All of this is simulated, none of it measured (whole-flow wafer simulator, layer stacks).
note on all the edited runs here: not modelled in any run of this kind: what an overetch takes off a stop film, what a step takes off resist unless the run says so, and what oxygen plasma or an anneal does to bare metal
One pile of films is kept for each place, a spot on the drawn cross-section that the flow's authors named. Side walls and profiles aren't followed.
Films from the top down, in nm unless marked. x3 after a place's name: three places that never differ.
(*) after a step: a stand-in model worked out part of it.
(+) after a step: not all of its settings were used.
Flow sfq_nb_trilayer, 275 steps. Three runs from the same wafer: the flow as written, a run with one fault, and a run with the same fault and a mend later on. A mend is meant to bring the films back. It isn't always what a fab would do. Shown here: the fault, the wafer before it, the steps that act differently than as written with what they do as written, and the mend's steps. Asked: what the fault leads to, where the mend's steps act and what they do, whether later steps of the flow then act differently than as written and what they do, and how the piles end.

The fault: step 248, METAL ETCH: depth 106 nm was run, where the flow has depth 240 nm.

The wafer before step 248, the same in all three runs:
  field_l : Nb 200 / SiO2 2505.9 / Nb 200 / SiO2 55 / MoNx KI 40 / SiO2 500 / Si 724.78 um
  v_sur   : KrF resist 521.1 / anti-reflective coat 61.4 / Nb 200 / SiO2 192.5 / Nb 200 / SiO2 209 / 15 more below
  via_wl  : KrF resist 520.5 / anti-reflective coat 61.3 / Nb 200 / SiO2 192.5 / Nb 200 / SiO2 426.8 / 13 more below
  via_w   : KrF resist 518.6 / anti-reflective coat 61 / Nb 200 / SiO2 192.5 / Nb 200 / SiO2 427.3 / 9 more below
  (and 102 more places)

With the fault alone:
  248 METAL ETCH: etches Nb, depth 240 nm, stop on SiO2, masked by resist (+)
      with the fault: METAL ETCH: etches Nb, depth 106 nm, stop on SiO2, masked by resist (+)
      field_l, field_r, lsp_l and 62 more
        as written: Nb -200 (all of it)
        with the fault: Nb -106
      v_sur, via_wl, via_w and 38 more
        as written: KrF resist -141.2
        with the fault: KrF resist -62.4
  Later steps of the flow that act differently than as written:
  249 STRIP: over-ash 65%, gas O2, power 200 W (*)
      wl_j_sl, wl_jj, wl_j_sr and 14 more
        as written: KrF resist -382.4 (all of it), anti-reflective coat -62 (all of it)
        with the fault: KrF resist -461.2 (all of it), anti-reflective coat -62 (all of it)
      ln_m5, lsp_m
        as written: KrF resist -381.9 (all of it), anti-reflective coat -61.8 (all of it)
        with the fault: KrF resist -460.7 (all of it), anti-reflective coat -61.8 (all of it)
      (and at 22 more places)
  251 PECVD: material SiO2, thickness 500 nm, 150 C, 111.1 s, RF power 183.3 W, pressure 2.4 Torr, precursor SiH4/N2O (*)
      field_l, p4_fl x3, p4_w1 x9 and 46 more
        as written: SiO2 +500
        with the fault: SiO2 +500 (new film)
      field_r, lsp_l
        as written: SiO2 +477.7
        with the fault: SiO2 +488.2 (new film)
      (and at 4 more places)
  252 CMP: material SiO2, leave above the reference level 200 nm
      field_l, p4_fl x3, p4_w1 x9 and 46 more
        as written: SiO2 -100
        with the fault: SiO2 -194
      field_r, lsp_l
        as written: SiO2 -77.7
        with the fault: SiO2 -182.2
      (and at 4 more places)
  At the end the piles differ from the flow's by more than 2% or 0.5 nm, whichever is larger, at field_l, field_r, lsp_l and 62 more.
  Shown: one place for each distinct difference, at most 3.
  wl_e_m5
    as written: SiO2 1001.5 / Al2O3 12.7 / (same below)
    with the fault: SiO2 306 / Nb 94 / SiO2 601.5 / Al2O3 12.7 / (same below)
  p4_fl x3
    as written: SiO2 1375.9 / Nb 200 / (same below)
    with the fault: SiO2 306 / Nb 94 / SiO2 975.9 / Nb 200 / (same below)
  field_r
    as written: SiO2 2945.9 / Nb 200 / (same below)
    with the fault: SiO2 306 / Nb 94 / SiO2 2545.9 / Nb 200 / (same below)

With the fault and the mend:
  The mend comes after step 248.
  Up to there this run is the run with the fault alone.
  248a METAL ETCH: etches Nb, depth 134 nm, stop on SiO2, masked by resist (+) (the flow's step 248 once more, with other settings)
      field_l, field_r, lsp_l and 62 more
        Nb -94 (all of it)
      v_sur, via_wl, via_w and 38 more
        KrF resist -78.8
  No later step of the flow acts differently than as written at any place that is followed.
  At the end the piles are the same as the flow's at every place that both follow.
